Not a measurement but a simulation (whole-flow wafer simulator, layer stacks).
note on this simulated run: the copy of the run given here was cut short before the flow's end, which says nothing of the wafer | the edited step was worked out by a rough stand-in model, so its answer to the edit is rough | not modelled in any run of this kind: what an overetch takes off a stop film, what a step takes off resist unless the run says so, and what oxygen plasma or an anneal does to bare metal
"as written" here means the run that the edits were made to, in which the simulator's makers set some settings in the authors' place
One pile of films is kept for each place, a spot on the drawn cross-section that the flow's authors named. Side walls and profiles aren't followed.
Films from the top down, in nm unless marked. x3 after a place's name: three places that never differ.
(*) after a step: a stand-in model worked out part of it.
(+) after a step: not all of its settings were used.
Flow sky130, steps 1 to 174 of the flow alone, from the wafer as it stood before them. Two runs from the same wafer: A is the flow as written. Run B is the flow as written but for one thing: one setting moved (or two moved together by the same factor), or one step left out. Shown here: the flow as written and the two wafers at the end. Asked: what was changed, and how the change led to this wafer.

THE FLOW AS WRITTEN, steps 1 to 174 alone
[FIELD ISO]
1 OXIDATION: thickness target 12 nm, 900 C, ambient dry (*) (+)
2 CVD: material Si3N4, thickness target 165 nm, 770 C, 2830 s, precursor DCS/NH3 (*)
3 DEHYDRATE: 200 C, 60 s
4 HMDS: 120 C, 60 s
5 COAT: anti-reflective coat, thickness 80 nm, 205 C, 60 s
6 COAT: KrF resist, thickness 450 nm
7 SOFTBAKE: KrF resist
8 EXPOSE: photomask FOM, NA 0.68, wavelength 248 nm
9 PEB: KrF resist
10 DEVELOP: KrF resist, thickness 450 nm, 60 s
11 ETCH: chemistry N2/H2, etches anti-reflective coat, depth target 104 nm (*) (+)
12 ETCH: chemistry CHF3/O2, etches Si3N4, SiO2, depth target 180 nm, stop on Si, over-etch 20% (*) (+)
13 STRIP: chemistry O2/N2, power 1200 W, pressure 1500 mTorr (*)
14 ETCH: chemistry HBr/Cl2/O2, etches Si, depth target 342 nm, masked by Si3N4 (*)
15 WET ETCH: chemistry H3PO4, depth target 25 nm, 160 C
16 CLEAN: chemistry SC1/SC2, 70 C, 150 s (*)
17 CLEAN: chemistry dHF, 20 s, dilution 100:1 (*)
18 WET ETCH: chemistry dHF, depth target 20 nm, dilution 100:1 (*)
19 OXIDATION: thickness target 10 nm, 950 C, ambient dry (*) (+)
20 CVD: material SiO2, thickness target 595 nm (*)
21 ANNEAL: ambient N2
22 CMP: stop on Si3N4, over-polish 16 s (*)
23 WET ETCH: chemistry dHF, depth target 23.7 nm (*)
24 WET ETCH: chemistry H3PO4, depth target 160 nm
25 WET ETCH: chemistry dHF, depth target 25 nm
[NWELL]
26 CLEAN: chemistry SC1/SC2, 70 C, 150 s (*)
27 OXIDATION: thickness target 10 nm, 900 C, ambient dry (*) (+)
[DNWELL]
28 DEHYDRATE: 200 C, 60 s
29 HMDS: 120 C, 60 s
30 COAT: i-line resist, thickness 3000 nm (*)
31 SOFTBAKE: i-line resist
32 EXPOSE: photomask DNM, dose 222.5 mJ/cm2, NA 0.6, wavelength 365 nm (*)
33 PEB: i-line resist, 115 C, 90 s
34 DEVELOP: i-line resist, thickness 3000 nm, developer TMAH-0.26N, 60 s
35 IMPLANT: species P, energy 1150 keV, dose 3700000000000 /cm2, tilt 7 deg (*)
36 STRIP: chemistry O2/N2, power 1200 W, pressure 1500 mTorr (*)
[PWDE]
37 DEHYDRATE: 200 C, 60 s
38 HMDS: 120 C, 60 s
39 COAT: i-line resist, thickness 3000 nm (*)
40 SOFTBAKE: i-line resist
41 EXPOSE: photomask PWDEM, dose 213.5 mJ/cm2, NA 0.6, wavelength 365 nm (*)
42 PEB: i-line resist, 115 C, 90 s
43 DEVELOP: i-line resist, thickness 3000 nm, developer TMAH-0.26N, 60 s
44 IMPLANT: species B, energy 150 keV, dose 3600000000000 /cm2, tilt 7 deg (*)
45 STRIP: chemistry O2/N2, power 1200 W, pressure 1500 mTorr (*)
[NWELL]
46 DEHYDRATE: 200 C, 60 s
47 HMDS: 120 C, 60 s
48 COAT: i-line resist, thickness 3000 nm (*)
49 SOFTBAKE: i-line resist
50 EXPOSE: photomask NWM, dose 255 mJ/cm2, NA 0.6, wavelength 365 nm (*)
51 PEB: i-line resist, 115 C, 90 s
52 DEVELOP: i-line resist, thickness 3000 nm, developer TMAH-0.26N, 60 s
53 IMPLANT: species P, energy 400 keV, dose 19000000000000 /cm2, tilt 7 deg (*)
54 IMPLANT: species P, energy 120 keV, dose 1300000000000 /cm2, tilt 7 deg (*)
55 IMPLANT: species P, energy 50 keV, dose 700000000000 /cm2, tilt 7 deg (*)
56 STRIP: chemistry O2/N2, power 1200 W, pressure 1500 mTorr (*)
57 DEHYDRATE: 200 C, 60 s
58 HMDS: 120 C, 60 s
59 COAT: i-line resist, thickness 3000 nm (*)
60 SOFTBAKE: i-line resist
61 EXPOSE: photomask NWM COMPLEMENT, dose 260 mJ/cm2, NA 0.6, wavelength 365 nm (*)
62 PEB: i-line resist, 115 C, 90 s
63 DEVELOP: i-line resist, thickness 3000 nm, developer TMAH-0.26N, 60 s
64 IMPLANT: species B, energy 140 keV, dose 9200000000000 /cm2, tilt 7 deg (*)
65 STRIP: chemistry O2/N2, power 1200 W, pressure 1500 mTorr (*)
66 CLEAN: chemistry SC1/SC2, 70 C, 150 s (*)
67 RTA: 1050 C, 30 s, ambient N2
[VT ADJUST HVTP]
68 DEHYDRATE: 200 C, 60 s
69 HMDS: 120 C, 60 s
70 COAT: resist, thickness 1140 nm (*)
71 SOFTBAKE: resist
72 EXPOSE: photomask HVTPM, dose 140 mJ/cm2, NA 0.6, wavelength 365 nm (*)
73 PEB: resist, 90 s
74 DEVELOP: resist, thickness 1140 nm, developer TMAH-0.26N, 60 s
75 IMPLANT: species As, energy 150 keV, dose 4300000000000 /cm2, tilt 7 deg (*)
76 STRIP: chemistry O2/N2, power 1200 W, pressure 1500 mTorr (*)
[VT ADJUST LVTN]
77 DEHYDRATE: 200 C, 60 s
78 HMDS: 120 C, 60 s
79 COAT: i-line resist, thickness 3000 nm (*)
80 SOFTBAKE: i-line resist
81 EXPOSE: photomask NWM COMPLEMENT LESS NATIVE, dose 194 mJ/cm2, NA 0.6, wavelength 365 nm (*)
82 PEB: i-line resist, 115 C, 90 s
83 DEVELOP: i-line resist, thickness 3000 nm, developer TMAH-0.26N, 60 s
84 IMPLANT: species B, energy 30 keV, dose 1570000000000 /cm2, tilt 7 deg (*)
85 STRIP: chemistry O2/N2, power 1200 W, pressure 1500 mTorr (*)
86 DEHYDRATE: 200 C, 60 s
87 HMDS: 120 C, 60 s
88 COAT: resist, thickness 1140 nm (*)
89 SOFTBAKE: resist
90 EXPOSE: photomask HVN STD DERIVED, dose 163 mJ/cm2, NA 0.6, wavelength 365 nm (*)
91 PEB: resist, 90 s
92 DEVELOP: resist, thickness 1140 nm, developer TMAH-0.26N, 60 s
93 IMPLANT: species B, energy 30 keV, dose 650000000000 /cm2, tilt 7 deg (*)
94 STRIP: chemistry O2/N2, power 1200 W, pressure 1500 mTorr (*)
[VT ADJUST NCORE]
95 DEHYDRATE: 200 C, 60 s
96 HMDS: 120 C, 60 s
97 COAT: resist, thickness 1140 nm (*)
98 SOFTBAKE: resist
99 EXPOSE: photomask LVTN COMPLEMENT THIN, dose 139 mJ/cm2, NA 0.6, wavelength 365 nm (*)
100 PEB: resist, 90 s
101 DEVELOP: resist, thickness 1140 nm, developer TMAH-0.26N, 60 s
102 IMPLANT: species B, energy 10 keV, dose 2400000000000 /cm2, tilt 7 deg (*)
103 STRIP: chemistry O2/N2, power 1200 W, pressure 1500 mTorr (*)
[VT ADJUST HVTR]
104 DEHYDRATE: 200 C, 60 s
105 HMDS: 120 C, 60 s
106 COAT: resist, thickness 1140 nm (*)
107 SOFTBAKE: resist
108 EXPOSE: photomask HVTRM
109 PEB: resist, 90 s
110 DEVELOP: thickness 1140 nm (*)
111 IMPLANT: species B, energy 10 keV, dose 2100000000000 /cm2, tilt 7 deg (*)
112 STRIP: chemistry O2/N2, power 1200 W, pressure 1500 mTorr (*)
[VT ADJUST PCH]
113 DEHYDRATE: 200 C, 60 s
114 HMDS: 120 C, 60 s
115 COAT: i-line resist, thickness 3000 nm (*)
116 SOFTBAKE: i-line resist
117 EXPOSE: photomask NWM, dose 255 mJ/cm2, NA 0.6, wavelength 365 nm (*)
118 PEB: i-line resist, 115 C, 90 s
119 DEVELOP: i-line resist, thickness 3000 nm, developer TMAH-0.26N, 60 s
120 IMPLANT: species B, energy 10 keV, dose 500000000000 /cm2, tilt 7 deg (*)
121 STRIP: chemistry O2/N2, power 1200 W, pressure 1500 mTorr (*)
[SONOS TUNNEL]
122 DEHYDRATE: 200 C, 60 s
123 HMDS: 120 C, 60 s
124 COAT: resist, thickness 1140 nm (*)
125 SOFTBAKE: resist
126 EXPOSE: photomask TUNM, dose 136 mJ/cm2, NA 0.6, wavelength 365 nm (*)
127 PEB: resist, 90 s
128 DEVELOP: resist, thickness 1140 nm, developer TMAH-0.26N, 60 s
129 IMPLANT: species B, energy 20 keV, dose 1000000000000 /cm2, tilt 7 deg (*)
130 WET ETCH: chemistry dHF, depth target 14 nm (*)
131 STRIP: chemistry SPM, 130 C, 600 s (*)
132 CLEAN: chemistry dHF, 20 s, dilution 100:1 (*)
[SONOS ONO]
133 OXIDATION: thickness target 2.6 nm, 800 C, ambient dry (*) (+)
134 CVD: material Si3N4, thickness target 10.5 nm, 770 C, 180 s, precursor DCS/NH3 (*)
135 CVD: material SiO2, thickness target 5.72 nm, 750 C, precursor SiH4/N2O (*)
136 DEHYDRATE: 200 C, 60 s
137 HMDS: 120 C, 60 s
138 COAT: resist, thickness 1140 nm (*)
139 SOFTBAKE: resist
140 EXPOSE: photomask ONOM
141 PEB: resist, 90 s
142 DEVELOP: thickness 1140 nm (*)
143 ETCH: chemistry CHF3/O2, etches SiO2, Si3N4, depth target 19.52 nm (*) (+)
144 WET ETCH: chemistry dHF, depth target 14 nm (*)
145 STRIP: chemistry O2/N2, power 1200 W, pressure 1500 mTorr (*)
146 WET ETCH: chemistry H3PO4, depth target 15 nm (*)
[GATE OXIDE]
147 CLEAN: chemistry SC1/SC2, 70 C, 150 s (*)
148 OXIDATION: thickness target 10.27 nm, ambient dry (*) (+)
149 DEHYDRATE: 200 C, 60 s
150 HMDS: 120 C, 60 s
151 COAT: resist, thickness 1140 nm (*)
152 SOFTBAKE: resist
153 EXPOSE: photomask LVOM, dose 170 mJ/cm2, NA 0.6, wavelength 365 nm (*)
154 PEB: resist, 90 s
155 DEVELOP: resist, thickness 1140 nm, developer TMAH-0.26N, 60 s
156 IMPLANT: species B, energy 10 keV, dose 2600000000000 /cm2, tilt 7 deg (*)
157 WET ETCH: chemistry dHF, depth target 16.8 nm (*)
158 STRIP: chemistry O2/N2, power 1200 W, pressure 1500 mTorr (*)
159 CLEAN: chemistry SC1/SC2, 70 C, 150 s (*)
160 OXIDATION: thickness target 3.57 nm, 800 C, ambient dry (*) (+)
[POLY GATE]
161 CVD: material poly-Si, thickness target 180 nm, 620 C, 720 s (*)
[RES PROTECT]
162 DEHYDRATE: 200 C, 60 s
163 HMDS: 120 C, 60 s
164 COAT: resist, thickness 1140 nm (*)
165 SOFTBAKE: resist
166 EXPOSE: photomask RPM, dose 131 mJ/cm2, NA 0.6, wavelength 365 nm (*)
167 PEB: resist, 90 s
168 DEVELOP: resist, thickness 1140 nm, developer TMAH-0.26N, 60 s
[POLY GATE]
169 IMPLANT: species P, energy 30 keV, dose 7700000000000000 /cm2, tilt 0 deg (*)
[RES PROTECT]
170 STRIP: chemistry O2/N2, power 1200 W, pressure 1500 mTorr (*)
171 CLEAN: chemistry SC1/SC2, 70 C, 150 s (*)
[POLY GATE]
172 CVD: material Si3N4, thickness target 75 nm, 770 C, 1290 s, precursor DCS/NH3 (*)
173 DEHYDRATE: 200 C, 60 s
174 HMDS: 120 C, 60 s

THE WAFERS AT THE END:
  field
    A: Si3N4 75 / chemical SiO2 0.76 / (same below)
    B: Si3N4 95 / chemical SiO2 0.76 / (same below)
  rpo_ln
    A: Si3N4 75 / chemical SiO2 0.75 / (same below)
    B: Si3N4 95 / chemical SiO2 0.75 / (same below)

The cause: step 172, CVD: 787 C was run, where the flow has 770 C.

How the change led to this, step by step:
  172 CVD: material Si3N4, thickness target 75 nm, 770 C, 1290 s, precursor DCS/NH3 (*)
      field, active, n_well and 187 more: A Si3N4 +75 (new film) | B Si3N4 +95 (new film)
